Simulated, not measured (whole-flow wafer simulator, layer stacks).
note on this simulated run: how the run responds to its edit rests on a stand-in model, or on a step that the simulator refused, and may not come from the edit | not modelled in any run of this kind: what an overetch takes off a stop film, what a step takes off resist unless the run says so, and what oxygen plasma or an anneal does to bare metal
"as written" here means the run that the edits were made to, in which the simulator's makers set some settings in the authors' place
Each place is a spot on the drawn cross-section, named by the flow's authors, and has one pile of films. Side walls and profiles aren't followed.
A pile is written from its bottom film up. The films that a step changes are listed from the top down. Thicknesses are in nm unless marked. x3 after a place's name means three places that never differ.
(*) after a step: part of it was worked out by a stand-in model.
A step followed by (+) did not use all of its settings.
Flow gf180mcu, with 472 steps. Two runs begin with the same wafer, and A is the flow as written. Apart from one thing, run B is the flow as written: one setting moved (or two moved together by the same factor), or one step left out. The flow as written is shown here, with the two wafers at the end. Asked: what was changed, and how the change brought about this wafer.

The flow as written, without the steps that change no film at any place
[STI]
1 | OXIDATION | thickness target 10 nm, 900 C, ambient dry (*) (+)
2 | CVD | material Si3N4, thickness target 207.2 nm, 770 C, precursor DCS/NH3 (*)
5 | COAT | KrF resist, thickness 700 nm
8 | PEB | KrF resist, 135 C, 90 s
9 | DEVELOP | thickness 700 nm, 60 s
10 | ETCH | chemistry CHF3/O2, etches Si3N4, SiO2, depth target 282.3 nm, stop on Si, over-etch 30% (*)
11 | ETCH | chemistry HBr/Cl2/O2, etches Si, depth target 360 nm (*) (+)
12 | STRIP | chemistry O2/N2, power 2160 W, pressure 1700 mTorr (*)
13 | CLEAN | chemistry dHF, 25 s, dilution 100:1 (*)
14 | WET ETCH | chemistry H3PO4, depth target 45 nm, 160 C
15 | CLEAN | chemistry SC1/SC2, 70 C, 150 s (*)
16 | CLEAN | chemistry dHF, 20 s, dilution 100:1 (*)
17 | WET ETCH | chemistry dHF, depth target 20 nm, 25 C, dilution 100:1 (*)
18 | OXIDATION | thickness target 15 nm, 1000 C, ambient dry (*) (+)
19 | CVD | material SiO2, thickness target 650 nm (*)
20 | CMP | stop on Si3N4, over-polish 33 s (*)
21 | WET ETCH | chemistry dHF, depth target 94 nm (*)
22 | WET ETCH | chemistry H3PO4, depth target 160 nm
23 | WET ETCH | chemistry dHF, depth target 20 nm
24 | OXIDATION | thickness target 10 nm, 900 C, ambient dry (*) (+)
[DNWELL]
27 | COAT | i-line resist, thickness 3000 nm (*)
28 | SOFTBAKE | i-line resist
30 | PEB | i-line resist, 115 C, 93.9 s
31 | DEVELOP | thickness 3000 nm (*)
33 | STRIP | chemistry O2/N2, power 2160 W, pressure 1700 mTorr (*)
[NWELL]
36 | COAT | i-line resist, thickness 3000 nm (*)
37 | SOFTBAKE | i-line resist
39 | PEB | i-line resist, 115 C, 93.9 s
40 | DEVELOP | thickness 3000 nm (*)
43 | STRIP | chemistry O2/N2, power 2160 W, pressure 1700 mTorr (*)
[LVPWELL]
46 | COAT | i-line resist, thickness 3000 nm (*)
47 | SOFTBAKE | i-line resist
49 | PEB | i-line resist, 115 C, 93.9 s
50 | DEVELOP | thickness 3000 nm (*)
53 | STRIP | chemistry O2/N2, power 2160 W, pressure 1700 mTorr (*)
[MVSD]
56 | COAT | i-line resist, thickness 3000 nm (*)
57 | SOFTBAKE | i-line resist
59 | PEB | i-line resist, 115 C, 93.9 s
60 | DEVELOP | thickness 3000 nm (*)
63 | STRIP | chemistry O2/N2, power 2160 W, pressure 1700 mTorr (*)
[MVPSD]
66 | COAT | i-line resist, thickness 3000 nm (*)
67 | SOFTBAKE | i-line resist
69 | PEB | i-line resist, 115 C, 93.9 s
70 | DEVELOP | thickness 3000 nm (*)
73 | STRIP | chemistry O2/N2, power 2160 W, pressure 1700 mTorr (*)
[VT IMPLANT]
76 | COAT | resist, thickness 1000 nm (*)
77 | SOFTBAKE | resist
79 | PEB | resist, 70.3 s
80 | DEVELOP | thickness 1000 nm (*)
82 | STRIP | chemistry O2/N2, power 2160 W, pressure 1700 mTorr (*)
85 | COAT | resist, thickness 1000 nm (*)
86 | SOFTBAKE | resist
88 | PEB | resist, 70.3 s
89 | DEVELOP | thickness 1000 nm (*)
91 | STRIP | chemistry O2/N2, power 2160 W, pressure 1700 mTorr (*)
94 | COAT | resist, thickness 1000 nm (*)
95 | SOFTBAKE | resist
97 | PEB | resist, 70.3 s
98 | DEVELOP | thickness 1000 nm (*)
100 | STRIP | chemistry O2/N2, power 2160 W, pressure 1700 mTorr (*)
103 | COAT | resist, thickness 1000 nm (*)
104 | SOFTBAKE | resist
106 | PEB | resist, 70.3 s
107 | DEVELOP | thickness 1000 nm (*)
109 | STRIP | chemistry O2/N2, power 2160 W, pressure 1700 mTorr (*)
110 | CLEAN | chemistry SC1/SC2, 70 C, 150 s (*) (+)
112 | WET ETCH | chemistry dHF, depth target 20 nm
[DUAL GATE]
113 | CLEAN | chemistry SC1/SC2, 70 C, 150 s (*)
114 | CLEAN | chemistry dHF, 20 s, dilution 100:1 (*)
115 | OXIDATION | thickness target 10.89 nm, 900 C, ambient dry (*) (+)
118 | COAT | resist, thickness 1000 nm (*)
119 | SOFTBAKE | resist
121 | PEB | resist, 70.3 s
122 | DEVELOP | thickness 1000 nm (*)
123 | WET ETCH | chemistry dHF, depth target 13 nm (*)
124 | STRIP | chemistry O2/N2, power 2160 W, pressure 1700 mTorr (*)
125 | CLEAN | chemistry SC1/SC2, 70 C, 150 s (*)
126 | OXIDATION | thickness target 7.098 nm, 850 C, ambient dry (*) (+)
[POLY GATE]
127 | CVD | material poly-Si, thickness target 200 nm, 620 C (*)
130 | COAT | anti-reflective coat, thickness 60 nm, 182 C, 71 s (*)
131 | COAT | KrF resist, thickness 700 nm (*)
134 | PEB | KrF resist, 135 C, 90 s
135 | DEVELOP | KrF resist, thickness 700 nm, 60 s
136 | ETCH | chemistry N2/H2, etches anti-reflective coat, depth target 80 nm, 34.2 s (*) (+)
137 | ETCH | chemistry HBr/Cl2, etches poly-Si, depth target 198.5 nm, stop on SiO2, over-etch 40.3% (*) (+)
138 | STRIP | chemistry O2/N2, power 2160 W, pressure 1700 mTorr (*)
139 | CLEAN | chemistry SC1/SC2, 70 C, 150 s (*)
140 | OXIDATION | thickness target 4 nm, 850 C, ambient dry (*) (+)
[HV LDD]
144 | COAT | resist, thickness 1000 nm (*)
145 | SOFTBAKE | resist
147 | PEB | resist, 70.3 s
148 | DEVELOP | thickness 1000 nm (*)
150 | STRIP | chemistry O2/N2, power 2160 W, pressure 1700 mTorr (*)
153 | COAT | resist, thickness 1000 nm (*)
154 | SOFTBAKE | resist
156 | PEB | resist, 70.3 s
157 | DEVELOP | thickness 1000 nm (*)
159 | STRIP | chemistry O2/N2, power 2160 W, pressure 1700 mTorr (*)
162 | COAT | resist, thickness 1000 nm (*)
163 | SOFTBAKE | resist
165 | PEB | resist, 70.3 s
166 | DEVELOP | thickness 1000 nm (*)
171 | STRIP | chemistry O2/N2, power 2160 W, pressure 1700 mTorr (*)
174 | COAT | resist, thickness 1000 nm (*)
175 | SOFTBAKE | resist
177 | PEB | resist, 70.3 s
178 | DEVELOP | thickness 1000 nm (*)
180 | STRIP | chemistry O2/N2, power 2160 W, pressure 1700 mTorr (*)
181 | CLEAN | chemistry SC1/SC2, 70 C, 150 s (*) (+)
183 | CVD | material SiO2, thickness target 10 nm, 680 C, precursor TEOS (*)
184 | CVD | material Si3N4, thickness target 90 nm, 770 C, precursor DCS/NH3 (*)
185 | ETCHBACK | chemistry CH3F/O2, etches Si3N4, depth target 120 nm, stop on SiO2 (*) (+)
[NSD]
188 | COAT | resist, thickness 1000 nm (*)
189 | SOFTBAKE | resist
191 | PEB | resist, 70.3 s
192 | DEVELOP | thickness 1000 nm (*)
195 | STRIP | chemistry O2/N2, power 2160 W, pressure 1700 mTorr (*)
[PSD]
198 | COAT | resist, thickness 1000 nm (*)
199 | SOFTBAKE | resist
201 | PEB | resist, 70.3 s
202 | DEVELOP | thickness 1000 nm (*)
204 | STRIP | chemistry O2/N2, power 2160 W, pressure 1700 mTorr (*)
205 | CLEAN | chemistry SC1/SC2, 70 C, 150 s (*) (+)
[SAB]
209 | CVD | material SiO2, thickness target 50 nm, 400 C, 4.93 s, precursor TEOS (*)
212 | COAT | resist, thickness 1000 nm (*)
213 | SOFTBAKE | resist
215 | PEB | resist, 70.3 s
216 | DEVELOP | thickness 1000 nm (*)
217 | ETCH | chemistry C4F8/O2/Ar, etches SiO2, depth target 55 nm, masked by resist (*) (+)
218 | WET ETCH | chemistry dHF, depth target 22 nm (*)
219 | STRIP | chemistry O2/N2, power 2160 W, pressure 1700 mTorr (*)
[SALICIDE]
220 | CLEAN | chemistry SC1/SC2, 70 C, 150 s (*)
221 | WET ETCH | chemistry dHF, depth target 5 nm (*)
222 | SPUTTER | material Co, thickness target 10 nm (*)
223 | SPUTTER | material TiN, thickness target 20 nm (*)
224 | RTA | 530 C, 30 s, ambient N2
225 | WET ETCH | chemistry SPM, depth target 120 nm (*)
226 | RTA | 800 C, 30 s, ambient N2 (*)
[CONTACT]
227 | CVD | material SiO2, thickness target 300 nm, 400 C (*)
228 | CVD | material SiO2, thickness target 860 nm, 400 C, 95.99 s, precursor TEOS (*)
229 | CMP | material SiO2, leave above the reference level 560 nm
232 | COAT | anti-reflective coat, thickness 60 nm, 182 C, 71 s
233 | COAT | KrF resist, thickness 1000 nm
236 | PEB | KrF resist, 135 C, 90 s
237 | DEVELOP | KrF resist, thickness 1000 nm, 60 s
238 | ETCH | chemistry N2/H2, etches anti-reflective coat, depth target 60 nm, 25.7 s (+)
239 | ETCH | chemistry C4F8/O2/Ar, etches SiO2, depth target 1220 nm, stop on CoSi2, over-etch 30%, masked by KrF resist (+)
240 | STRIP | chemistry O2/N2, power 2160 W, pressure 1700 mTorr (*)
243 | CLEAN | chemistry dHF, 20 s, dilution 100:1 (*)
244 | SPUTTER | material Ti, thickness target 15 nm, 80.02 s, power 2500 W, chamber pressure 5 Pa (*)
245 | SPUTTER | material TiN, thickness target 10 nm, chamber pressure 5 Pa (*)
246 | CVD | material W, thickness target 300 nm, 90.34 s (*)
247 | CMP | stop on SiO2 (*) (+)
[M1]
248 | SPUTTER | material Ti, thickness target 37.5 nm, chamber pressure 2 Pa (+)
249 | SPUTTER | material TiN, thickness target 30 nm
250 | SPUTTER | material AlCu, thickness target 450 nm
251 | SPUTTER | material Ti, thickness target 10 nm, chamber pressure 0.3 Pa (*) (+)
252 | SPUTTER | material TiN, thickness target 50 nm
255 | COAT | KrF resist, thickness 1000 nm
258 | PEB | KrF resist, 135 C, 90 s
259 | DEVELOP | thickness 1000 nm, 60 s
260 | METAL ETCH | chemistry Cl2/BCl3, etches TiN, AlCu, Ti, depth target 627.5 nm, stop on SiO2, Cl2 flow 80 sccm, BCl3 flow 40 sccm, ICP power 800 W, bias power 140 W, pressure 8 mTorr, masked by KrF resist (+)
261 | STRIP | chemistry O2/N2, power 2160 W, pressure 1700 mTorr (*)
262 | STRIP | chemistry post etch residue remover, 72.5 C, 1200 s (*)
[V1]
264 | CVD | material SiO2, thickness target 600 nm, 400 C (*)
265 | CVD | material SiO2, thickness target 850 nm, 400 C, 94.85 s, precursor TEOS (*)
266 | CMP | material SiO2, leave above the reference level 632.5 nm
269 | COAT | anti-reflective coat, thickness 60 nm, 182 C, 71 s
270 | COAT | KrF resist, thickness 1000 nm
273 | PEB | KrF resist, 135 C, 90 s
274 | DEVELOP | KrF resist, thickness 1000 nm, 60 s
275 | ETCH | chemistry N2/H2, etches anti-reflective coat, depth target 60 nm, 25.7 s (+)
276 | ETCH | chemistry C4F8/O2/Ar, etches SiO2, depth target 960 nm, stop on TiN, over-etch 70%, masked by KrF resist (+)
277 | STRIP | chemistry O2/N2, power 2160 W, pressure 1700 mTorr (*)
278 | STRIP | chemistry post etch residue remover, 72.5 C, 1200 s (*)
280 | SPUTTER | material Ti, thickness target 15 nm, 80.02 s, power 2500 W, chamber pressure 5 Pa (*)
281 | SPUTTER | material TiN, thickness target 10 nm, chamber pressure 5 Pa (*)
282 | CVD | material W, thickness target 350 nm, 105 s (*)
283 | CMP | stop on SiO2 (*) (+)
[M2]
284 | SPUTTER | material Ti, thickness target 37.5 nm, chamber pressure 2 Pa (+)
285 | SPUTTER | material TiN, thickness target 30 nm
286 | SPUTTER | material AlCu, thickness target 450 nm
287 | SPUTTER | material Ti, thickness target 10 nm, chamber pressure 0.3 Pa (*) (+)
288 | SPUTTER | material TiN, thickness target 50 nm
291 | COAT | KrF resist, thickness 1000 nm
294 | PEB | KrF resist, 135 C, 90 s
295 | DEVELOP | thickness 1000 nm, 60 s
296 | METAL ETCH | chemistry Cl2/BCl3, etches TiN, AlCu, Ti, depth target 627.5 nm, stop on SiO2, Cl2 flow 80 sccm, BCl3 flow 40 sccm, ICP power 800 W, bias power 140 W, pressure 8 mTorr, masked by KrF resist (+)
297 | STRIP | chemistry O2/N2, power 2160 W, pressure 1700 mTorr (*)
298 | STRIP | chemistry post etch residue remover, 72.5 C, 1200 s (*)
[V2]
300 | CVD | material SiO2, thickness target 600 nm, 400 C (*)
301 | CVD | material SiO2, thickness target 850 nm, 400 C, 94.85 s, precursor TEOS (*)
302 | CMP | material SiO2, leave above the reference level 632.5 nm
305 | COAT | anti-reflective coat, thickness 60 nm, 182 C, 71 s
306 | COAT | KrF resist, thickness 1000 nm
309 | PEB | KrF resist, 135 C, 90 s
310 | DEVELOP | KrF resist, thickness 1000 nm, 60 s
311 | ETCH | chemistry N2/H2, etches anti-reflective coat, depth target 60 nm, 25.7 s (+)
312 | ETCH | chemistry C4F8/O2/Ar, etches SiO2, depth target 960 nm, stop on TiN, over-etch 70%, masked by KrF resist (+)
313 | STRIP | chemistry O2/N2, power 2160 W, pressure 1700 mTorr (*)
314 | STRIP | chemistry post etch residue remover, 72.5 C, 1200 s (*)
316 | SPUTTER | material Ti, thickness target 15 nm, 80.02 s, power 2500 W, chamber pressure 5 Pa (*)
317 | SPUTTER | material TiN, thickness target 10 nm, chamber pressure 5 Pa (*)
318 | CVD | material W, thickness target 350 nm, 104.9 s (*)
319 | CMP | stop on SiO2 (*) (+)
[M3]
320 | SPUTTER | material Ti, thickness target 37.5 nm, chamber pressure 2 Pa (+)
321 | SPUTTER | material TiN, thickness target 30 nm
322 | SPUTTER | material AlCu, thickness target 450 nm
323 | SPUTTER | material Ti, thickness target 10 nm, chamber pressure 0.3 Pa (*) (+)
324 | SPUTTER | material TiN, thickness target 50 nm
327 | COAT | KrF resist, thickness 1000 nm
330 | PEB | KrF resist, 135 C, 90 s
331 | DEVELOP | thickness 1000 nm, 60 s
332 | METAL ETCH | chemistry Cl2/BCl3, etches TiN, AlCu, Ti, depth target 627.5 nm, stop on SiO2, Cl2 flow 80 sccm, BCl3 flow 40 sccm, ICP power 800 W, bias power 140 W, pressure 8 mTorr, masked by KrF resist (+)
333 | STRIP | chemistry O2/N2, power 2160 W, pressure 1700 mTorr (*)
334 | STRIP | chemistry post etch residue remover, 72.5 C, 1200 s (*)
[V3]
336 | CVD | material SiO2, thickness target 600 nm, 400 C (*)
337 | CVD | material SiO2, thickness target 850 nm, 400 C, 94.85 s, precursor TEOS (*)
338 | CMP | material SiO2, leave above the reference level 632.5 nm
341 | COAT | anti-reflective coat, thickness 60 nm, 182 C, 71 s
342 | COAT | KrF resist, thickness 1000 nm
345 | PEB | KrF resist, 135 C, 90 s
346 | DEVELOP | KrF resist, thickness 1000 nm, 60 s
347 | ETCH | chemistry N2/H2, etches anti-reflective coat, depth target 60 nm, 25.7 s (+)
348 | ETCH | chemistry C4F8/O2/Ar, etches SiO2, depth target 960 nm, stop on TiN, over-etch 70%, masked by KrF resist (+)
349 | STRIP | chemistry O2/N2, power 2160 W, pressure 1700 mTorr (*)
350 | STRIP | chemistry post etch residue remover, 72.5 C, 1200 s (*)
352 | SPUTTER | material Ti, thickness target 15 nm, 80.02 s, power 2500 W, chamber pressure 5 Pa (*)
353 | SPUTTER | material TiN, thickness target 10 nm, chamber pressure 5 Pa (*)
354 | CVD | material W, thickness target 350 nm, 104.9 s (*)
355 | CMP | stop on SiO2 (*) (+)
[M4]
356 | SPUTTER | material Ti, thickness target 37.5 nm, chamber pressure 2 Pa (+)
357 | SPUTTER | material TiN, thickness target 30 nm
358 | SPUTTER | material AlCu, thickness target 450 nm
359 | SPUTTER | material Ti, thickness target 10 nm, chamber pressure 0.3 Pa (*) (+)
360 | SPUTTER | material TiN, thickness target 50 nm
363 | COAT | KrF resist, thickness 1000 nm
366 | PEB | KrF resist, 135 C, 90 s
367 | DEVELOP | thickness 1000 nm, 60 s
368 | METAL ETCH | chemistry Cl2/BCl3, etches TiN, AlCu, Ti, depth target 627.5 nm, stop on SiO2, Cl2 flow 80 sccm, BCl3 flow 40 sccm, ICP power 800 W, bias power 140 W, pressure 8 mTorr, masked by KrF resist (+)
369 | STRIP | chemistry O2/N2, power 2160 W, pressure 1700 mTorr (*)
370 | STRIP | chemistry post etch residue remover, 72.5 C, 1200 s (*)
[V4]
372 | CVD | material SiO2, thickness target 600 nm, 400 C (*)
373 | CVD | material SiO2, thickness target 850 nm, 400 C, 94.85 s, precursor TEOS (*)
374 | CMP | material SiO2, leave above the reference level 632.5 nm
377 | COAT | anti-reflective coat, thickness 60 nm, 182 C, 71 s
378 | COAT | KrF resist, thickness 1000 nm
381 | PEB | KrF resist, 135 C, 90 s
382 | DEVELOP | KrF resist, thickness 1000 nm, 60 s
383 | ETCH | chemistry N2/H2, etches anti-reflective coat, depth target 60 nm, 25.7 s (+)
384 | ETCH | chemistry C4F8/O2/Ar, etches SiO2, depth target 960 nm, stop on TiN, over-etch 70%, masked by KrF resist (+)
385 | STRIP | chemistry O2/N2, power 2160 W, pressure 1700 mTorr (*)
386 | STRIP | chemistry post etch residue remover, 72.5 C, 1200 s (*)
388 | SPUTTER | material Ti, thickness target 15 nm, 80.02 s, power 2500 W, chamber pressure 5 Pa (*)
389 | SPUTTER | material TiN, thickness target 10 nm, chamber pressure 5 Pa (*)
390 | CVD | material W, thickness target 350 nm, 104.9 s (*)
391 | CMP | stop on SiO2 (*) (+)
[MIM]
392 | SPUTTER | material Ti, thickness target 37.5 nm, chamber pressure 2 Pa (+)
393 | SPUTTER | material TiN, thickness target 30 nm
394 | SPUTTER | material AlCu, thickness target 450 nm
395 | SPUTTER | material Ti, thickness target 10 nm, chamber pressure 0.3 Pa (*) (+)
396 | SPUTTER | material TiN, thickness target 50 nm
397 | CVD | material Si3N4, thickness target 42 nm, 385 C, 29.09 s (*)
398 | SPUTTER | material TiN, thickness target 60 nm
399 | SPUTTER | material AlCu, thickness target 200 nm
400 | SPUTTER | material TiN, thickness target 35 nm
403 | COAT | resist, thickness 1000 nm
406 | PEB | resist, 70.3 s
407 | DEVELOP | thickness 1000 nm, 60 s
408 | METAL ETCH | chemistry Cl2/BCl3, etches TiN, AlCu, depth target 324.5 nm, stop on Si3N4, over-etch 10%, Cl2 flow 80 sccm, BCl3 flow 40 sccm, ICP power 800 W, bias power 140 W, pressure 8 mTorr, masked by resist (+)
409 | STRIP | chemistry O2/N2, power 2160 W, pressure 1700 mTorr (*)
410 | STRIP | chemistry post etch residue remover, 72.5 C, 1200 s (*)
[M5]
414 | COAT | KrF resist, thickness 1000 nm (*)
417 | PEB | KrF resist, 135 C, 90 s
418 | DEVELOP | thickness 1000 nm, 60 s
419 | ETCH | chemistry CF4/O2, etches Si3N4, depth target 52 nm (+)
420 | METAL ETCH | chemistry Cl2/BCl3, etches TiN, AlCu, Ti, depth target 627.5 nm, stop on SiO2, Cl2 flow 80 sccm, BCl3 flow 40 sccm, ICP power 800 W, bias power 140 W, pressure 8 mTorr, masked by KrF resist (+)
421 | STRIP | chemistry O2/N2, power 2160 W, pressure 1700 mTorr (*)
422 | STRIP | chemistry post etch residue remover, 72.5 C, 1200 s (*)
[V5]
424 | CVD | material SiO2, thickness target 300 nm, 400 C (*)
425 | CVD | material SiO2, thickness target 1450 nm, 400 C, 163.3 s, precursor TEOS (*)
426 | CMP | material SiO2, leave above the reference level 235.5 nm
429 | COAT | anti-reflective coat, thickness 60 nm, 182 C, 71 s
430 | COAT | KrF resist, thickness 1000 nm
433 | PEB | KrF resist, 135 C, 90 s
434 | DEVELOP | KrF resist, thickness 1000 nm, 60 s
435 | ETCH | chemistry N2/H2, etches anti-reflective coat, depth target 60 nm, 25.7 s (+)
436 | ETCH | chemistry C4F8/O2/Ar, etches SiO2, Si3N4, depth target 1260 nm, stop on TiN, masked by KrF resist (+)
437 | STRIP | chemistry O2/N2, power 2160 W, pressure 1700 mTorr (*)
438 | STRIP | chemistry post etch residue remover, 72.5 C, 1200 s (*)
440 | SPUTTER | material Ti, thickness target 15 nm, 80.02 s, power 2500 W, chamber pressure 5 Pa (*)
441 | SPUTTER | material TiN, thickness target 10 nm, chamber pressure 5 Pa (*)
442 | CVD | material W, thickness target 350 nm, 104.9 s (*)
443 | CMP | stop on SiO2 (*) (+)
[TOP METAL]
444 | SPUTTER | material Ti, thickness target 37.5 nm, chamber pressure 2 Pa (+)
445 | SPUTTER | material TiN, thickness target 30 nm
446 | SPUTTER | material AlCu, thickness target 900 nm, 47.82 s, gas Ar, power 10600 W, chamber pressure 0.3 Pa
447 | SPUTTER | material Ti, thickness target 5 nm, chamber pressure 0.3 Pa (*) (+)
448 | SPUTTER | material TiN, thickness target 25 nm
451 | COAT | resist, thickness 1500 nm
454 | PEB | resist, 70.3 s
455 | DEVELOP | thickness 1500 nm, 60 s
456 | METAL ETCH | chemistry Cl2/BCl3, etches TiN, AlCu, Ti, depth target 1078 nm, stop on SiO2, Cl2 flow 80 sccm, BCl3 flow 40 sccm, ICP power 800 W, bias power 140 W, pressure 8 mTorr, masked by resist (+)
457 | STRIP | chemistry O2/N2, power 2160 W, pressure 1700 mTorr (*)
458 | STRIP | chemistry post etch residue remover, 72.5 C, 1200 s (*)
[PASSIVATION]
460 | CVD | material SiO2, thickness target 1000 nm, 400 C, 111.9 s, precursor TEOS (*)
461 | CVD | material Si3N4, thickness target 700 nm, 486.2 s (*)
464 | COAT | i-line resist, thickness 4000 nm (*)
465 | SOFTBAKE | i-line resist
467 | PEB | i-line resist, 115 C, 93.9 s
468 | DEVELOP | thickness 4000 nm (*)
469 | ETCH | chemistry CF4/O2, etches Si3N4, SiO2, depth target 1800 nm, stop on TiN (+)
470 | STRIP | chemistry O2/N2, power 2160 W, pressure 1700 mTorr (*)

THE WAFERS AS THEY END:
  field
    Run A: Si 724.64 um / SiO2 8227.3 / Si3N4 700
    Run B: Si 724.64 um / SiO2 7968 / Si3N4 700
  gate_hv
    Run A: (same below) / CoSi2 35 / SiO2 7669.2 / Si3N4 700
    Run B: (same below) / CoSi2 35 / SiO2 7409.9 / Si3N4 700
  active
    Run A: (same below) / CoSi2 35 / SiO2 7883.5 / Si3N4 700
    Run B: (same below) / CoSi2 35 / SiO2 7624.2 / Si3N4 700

Cause: step 338, CMP: leave above the reference level 373.2 nm was run, whereas the flow has leave above the reference level 632.5 nm.

How this came from the change, step by step:
  338 | CMP | material SiO2, leave above the reference level 632.5 nm
      field, field__w1, field__w2 and 103 more: A -300 SiO2 | B -559.3 SiO2
      field__w8, contact, m1, m1__w1, m1_nw: A -877.1 SiO2 | B -1136.4 SiO2
  348 | ETCH | chemistry C4F8/O2/Ar, etches SiO2, depth target 960 nm, stop on TiN, over-etch 70%, masked by KrF resist (+)
      field, field__w1, field__w2 and 107 more: A -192 KrF resist | B -106.5 KrF resist
      contact: A -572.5 SiO2 (all of it) | B -313.2 SiO2 (all of it)
  349 | STRIP | chemistry O2/N2, power 2160 W, pressure 1700 mTorr (*)
      field, field__w1, field__w2 and 107 more: A -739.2 KrF resist (all of it), -60 anti-reflective coat (all of it) | B -824.7 KrF resist (all of it), -60 anti-reflective coat (all of it)
  352 | SPUTTER | material Ti, thickness target 15 nm, 80.02 s, power 2500 W, chamber pressure 5 Pa (*)
      contact: A +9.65 Ti (new film) | B +11.3 Ti (new film)
  353 | SPUTTER | material TiN, thickness target 10 nm, chamber pressure 5 Pa (*)
      contact: A +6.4 TiN (new film) | B +7.52 TiN (new film)
  354 | CVD | material W, thickness target 350 nm, 104.9 s (*)
      contact: A +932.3 W (new film) | B +670.2 W (new film)
